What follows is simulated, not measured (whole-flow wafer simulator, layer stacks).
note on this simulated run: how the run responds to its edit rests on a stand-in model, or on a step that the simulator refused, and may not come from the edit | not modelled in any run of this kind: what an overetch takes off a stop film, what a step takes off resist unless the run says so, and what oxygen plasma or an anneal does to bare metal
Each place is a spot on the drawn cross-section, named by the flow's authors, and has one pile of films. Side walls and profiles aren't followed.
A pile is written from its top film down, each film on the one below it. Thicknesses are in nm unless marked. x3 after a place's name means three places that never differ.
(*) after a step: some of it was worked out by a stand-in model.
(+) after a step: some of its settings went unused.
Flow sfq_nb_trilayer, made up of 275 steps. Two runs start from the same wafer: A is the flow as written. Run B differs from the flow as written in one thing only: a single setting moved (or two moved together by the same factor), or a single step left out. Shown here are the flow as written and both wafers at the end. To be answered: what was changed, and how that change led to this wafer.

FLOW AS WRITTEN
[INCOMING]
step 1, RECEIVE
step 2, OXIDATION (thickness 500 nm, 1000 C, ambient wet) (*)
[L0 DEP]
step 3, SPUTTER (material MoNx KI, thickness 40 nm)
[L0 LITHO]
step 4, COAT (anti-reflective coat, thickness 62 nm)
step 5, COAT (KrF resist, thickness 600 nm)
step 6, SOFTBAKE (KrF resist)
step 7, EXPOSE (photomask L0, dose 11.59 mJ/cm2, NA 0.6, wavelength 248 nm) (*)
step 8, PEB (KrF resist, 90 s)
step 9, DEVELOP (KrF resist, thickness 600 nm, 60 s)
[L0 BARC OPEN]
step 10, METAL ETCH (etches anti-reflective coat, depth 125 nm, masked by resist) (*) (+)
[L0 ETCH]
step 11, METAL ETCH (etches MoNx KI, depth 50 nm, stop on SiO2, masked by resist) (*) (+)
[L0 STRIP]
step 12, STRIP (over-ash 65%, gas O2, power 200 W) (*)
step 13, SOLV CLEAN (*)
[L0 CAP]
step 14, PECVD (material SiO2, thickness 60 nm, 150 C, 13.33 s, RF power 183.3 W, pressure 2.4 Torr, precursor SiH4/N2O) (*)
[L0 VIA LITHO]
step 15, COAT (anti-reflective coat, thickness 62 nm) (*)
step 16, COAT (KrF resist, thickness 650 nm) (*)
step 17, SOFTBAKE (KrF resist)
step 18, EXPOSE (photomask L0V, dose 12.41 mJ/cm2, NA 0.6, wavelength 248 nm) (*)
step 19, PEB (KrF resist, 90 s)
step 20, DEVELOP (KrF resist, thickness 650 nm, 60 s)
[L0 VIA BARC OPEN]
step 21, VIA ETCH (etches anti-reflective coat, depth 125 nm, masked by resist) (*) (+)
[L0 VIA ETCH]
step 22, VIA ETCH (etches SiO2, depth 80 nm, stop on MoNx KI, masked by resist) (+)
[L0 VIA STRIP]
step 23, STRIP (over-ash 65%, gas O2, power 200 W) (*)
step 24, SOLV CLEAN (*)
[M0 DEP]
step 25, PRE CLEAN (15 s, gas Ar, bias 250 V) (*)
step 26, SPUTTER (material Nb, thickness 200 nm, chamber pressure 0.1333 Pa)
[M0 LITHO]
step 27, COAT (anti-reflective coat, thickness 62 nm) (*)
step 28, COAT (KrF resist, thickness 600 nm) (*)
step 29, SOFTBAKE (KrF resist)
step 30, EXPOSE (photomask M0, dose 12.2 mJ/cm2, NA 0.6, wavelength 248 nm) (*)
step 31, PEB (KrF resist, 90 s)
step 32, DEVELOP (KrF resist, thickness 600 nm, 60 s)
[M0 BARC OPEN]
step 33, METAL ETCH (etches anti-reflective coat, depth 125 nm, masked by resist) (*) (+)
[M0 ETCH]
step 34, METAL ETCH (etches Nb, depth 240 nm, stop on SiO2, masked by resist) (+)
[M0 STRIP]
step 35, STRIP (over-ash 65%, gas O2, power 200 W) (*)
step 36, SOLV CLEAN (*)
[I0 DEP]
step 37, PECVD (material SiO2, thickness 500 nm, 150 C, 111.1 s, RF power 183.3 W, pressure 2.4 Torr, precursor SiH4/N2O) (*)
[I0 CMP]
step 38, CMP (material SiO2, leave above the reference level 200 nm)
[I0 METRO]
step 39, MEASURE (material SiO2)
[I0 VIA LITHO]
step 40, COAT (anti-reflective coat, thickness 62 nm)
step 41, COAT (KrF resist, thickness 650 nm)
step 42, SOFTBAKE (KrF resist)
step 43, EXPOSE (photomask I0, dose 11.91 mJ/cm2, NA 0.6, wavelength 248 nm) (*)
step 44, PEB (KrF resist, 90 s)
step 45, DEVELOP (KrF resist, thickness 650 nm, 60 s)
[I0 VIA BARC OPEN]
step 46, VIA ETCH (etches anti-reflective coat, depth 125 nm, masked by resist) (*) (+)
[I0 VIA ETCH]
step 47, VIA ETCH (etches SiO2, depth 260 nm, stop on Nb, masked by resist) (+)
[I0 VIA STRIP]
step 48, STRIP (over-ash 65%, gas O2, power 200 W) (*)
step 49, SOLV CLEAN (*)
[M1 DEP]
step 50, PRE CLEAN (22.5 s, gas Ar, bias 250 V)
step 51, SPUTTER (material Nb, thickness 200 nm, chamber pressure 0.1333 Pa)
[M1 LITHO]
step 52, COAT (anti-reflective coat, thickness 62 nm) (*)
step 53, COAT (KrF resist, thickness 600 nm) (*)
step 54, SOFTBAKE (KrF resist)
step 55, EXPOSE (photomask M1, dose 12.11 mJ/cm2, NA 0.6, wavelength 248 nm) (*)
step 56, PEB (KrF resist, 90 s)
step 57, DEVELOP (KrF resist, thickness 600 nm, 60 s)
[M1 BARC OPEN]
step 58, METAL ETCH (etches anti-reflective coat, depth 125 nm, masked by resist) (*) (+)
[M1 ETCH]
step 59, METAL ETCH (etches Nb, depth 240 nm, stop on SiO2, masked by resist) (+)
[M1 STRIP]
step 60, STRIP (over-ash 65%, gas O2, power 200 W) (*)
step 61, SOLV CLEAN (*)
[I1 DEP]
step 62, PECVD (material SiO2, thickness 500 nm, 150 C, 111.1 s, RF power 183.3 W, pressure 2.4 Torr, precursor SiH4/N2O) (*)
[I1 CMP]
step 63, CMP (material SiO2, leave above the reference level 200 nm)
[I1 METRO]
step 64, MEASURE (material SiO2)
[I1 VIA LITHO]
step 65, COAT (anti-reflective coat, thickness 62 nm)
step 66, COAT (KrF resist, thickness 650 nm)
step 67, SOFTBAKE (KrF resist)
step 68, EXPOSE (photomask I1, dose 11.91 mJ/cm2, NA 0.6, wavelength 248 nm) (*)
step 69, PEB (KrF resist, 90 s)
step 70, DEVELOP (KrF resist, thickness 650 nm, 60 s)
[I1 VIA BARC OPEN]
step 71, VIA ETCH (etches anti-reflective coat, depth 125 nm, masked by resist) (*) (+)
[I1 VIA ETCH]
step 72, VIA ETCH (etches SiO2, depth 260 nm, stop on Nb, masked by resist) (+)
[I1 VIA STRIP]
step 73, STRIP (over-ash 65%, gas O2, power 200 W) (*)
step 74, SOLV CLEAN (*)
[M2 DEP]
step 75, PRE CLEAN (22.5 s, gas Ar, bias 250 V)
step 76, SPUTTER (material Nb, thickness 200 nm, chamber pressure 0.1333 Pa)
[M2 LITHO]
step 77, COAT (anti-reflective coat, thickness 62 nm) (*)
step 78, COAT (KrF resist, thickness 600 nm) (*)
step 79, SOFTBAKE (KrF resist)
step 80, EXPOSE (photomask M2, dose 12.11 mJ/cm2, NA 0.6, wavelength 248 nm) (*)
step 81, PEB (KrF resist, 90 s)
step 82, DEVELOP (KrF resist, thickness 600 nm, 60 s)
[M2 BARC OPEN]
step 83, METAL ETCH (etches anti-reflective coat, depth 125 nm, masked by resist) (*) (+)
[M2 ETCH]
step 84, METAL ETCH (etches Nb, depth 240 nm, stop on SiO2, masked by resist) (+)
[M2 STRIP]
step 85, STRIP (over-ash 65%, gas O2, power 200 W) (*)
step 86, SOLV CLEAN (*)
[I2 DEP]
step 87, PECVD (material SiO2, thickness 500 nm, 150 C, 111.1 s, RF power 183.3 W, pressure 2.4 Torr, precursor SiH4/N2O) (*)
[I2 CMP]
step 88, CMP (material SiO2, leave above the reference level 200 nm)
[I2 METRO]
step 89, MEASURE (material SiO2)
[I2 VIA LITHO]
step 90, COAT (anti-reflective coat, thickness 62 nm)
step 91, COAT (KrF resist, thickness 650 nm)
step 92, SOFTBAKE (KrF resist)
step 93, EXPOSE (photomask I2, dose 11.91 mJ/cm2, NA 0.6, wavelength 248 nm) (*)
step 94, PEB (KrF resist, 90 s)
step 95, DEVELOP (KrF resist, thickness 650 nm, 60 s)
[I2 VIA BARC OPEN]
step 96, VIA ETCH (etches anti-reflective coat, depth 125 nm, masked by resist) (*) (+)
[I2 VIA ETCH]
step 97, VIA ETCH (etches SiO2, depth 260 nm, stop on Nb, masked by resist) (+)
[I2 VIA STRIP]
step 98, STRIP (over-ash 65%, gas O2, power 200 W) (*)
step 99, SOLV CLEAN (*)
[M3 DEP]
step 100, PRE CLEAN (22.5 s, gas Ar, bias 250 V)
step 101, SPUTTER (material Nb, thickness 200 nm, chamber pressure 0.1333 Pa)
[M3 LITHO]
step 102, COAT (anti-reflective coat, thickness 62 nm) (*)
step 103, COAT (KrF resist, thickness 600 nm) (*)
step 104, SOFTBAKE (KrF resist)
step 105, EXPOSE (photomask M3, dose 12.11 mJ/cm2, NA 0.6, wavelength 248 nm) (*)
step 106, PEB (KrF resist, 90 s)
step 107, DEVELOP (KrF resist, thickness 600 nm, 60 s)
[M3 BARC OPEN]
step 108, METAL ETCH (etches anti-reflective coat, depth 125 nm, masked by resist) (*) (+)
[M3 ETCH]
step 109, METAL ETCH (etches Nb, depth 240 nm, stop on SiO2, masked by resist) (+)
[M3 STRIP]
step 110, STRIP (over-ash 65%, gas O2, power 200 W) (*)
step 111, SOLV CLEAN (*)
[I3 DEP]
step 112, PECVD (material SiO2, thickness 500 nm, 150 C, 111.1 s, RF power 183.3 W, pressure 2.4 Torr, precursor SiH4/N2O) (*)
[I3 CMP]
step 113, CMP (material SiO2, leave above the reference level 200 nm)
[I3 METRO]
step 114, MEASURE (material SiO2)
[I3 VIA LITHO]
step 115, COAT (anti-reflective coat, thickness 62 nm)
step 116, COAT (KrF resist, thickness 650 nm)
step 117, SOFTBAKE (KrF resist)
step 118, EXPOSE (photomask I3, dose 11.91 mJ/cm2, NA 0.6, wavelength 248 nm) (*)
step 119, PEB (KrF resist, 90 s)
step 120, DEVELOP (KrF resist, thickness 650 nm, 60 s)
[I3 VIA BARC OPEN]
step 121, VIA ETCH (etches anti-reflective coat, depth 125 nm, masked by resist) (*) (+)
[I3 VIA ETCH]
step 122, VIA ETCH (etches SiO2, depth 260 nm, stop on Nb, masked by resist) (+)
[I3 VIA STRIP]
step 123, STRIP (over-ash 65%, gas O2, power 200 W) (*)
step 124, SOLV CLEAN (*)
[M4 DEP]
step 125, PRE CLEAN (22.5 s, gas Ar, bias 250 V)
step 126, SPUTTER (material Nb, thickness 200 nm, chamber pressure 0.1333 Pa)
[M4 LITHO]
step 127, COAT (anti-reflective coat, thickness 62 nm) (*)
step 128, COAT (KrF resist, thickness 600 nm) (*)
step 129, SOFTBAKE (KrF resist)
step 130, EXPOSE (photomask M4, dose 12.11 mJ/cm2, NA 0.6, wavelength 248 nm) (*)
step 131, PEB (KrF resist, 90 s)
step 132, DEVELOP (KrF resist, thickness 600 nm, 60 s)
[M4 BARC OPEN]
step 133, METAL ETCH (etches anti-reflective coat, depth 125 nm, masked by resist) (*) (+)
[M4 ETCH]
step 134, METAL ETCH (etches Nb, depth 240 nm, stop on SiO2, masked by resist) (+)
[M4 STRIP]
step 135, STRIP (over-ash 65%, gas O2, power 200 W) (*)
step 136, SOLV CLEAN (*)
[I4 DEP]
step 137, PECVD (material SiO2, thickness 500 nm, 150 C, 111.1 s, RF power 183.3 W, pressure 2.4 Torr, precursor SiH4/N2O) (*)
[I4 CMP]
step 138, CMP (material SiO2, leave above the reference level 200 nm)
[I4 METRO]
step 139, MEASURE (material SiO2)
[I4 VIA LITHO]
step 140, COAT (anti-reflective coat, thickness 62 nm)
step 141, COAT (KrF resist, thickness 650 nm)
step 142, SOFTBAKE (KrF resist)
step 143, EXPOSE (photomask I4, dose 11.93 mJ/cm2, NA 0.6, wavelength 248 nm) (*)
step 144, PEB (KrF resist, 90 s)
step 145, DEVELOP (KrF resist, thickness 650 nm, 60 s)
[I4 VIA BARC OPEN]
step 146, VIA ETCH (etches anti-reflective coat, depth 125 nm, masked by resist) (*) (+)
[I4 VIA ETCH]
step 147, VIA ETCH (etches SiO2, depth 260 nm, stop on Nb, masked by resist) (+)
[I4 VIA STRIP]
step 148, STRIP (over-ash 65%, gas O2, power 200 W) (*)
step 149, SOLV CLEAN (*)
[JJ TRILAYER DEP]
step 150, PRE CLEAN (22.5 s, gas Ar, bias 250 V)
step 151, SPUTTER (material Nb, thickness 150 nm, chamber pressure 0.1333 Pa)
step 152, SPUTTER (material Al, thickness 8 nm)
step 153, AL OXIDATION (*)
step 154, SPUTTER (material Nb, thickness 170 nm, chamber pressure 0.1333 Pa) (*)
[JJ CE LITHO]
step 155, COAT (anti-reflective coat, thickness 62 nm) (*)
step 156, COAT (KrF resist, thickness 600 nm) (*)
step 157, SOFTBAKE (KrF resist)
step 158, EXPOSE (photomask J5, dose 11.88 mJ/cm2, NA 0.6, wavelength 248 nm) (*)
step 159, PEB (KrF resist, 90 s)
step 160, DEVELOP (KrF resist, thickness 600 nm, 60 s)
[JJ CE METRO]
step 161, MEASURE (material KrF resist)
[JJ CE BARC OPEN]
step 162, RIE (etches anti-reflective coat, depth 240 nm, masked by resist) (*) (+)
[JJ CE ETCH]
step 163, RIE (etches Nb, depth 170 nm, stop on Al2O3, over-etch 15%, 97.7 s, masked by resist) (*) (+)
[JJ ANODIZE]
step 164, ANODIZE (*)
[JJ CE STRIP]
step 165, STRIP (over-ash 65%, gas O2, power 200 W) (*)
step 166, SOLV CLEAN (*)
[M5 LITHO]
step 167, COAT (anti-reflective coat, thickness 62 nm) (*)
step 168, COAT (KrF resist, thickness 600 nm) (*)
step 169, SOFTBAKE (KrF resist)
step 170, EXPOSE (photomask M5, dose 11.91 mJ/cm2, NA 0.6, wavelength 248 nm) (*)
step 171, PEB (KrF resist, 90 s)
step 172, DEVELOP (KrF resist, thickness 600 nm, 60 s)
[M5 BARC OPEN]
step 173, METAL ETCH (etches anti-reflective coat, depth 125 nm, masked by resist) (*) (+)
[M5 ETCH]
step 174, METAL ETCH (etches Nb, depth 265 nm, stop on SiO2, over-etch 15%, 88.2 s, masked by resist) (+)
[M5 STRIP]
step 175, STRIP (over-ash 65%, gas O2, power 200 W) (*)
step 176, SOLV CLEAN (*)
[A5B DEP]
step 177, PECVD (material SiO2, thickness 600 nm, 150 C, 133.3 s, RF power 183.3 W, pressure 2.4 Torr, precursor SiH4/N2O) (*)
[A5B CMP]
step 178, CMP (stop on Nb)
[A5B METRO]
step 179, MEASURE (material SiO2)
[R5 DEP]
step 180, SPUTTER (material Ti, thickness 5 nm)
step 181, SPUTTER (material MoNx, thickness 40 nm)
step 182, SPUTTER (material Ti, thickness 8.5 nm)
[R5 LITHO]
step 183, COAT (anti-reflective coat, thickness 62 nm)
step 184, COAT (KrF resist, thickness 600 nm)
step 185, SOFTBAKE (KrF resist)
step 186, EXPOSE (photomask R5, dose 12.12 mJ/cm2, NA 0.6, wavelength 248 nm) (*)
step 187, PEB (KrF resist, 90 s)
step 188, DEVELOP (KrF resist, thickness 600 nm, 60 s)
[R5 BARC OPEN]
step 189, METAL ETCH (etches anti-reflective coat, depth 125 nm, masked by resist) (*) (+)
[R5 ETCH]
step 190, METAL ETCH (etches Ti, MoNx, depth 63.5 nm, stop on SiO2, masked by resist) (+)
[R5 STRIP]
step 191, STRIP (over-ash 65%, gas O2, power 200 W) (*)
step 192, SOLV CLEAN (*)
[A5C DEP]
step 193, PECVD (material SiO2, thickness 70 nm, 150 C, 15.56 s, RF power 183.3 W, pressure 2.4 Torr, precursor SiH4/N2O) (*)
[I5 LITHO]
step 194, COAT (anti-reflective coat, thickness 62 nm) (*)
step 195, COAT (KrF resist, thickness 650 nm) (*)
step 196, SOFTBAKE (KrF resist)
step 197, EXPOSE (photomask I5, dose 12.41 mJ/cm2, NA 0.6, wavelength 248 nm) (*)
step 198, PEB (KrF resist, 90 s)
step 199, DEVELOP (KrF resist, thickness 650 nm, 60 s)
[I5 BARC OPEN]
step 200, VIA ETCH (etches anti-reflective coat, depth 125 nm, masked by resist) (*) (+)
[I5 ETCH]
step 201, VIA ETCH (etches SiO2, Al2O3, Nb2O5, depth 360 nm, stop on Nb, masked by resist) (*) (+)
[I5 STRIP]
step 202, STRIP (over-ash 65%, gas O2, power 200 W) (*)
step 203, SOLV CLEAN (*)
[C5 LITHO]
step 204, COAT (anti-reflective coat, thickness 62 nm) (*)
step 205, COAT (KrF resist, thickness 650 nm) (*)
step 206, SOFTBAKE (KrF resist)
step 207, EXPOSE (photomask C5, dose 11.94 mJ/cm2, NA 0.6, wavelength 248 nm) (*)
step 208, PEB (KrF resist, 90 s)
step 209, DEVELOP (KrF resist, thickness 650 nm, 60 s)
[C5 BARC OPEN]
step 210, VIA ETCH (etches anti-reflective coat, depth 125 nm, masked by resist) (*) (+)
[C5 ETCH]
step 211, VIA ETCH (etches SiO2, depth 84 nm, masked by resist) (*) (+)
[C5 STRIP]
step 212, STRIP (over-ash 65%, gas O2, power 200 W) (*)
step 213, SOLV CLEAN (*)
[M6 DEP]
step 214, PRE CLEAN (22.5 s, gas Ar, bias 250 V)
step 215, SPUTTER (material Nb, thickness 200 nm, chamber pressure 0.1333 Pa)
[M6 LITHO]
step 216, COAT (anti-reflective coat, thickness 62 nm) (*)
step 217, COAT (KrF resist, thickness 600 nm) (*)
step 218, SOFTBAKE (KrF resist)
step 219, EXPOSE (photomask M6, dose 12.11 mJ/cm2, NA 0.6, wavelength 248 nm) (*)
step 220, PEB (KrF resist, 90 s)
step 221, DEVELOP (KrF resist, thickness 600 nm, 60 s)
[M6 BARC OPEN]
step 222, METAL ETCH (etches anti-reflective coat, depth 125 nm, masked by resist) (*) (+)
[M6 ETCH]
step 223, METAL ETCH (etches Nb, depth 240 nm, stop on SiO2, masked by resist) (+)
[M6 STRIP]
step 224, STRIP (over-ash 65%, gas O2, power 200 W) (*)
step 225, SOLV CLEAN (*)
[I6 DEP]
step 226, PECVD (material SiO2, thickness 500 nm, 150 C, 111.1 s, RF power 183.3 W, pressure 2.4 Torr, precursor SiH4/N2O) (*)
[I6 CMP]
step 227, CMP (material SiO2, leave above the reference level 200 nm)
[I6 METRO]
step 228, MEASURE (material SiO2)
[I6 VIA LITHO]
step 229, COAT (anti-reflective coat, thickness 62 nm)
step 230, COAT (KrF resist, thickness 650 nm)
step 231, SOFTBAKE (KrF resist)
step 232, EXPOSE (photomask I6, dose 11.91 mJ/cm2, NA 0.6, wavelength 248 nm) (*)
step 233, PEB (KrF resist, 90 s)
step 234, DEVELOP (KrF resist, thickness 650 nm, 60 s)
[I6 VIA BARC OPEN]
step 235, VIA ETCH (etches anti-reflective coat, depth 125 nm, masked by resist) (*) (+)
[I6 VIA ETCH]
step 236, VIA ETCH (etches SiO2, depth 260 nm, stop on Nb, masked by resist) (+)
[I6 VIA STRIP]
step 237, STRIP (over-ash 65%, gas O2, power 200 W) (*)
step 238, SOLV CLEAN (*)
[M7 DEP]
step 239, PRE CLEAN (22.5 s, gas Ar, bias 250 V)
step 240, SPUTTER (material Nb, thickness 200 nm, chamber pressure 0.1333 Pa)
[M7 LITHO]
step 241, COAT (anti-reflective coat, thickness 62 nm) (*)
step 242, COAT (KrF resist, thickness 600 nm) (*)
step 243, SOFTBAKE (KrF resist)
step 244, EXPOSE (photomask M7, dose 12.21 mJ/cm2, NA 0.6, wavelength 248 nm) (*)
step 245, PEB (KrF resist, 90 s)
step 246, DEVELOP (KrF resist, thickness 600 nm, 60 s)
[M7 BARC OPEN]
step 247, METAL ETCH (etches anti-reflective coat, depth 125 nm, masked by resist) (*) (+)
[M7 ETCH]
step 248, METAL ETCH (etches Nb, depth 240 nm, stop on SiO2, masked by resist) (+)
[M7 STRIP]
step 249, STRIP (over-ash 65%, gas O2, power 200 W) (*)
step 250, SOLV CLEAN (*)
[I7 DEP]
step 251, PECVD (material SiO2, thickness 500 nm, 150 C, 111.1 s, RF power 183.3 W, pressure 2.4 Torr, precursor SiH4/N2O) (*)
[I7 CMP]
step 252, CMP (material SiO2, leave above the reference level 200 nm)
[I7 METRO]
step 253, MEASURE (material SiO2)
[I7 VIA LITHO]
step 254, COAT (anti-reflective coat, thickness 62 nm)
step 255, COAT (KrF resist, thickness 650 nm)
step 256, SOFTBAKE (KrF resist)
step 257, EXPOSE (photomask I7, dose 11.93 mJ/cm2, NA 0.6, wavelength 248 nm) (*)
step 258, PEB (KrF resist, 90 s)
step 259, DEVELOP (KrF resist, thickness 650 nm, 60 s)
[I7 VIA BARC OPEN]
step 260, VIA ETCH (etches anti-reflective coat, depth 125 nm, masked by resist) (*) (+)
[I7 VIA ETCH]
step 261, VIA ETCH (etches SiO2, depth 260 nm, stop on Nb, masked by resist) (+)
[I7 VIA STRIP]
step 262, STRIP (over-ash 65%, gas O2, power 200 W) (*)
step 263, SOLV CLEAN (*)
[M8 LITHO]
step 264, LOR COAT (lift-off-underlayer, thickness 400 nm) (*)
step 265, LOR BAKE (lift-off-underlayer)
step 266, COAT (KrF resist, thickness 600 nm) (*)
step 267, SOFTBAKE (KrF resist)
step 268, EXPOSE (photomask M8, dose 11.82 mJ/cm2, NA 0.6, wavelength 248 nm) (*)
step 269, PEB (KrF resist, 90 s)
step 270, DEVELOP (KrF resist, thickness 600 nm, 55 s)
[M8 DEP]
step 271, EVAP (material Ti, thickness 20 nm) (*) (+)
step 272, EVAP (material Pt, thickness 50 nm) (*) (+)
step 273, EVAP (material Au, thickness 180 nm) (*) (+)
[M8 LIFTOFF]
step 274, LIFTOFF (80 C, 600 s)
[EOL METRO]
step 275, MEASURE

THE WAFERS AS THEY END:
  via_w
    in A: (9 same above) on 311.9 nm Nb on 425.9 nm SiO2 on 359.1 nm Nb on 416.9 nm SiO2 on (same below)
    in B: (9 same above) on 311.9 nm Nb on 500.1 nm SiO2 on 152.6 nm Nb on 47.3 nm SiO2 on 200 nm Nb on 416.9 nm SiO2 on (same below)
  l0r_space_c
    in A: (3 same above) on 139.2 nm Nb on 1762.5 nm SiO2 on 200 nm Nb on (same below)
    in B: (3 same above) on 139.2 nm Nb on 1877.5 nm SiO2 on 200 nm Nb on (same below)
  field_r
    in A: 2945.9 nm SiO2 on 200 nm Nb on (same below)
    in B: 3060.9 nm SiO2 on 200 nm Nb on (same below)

What caused this: step 88, CMP: leave above the reference level 315 nm was run, whereas the flow has leave above the reference level 200 nm.

Step by step, how the change led to this:
  step 88, CMP (material SiO2, leave above the reference level 200 nm)
      field_l, be, be_sur and 81 more: A -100 SiO2 | B nothing
      v_sur, via_wl, via_w and 18 more: A -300 SiO2 | B -185 SiO2
      (also at 1 further place)
  step 90, COAT (anti-reflective coat, thickness 62 nm)
      l0r_line_l, m5r_space_l, m5r_space_r: A +62 anti-reflective coat (new film) | B +63.3 anti-reflective coat (new film)
      m0r_space_l, m6r_space_l, m7r_space_l: A +62 anti-reflective coat (new film) | B +64.1 anti-reflective coat (new film)
      (also at 23 further places)
  step 97, VIA ETCH (etches SiO2, depth 260 nm, stop on Nb, masked by resist) (+)
      via_w: A -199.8 SiO2 (all of it) | B -260 SiO2
  step 98, STRIP (over-ash 65%, gas O2, power 200 W) (*)
      m0r_space_l, m6r_space_l, m7r_space_l: A -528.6 KrF resist (all of it), -62 anti-reflective coat (all of it) | B -531.1 KrF resist (all of it), -64.1 anti-reflective coat (all of it)
      m0r_space_r, m6r_space_r, m7r_space_r: A -528.6 KrF resist (all of it), -62 anti-reflective coat (all of it) | B -531 KrF resist (all of it), -64.2 anti-reflective coat (all of it)
      (also at 23 further places)
  step 100, PRE CLEAN (22.5 s, gas Ar, bias 250 V)
      via_w: A -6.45 Nb | B -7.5 SiO2
  step 101, SPUTTER (material Nb, thickness 200 nm, chamber pressure 0.1333 Pa)
      via_w: A +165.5 Nb | B +152.6 Nb (new film)
  step 102, COAT (anti-reflective coat, thickness 62 nm) (*)
      wl_g_sr, m0r_space_l, m6r_space_l, m7r_space_l: A +62 anti-reflective coat (new film) | B +64 anti-reflective coat (new film)
      m0r_space_r, m6r_space_r, m7r_space_r: A +62 anti-reflective coat (new film) | B +63.9 anti-reflective coat (new film)
      (also at 22 further places)
  step 103, COAT (KrF resist, thickness 600 nm) (*)
      via_w: A +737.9 KrF resist (new film) | B +789.9 KrF resist (new film)
  step 108, METAL ETCH (etches anti-reflective coat, depth 125 nm, masked by resist) (*) (+)
      wl_g_sr, m0r_space_l, m6r_space_l, m7r_space_l: A -62 anti-reflective coat (all of it) | B -64 anti-reflective coat (all of it)
      m0r_space_r, m6r_space_r, m7r_space_r: A -62 anti-reflective coat (all of it) | B -63.9 anti-reflective coat (all of it)
      (also at 13 further places)
  step 110, STRIP (over-ash 65%, gas O2, power 200 W) (*)
      v_sur: A -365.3 KrF resist (all of it), -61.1 anti-reflective coat (all of it) | B -356.7 KrF resist (all of it), -52.8 anti-reflective coat (all of it)
      via_wl: A -384.2 KrF resist (all of it), -34.2 anti-reflective coat (all of it) | B -376.6 KrF resist (all of it), -22.8 anti-reflective coat (all of it)
      (also at 8 further places)
  step 112, PECVD (material SiO2, thickness 500 nm, 150 C, 111.1 s, RF power 183.3 W, pressure 2.4 Torr, precursor SiH4/N2O) (*)
      via_w: A +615 SiO2 (new film) | B +664.6 SiO2 (new film)
  step 113, CMP (material SiO2, leave above the reference level 200 nm)
      field_l, be, be_sur and 64 more: A -100 SiO2 | B -85 SiO2
      p4_w1, p4_w2, p4_w3 and 6 more: A -300 SiO2 | B -285 SiO2
      (also at 9 further places)
Taking metal films that touch as one body, via_w has 6 bodies (between them, from the top down: SiO2 192.5; SiO2 427.3 / Al2O3 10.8 / Nb2O5 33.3; SiO2 500.1; SiO2 47.3; SiO2 416.9); the flow as written gives 5 bodies (between them, from the top down: SiO2 192.5; SiO2 427.3 / Al2O3 10.8 / Nb2O5 33.3; SiO2 425.9; SiO2 416.9).
